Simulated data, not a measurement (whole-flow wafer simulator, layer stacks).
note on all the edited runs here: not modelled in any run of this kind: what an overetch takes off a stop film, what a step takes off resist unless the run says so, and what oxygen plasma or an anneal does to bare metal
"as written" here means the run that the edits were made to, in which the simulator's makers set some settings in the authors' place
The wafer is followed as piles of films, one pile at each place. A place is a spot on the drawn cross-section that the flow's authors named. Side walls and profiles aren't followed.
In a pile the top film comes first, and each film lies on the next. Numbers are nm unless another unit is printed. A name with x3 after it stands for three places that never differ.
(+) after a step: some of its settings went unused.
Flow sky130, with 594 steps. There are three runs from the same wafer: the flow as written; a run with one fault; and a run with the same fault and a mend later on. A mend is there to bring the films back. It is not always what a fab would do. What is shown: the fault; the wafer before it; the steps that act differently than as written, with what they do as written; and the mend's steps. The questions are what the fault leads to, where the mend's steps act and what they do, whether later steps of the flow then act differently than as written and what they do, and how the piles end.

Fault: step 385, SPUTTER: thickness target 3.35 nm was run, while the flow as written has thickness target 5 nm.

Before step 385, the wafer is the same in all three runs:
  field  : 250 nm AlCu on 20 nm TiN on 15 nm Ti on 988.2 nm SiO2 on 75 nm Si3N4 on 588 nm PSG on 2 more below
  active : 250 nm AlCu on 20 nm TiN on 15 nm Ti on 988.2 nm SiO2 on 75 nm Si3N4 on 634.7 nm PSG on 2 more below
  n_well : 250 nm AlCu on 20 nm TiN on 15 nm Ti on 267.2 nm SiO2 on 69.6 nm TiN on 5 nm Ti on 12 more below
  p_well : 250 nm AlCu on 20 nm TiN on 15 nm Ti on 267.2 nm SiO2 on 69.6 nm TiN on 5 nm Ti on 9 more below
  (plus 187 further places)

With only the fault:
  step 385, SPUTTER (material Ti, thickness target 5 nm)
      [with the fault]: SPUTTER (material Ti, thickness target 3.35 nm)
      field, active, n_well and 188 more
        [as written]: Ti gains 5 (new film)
        [with the fault]: Ti gains 3.35 (new film)
  Steps further on in the flow that do not act as written (14 other steps are not shown; they differ only slightly, by no more than 2% or 0.5 nm, whichever is larger):
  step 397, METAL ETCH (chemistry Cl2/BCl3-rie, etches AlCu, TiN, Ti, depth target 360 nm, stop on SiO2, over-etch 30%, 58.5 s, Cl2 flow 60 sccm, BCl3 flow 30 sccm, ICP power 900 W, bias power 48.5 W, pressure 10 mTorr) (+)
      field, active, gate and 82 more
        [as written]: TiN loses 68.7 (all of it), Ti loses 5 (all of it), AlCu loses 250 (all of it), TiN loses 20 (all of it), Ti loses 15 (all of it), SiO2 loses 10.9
        [with the fault]: TiN loses 68.7 (all of it), Ti loses 3.35 (all of it), AlCu loses 250 (all of it), TiN loses 20 (all of it), Ti loses 15 (all of it), SiO2 loses 11.1
  The piles end different from the flow's at n_well, p_well, gate_hv and 103 more by more than 2% or 0.5 nm, whichever is larger.
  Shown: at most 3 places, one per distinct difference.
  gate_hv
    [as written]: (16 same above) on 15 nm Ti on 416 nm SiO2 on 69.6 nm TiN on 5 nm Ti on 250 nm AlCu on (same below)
    [with the fault]: (16 same above) on 15 nm Ti on 417.7 nm SiO2 on 69.6 nm TiN on 3.35 nm Ti on 250 nm AlCu on (same below)
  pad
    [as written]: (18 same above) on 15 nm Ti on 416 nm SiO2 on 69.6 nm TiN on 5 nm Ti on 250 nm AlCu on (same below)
    [with the fault]: (18 same above) on 15 nm Ti on 417.7 nm SiO2 on 69.6 nm TiN on 3.35 nm Ti on 250 nm AlCu on (same below)
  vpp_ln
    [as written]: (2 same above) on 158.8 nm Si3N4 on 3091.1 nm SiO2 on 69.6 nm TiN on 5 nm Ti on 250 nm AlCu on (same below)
    [with the fault]: (2 same above) on 158.8 nm Si3N4 on 3092.8 nm SiO2 on 69.6 nm TiN on 3.35 nm Ti on 250 nm AlCu on (same below)

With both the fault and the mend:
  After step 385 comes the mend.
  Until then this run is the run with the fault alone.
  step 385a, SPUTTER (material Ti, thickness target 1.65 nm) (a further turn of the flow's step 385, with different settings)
      field, active, n_well and 188 more
        Ti gains 1.65
  Later steps of the flow that are run all act as written at every place that is followed.
  By the end, the piles equal the flow's at every place that both follow.
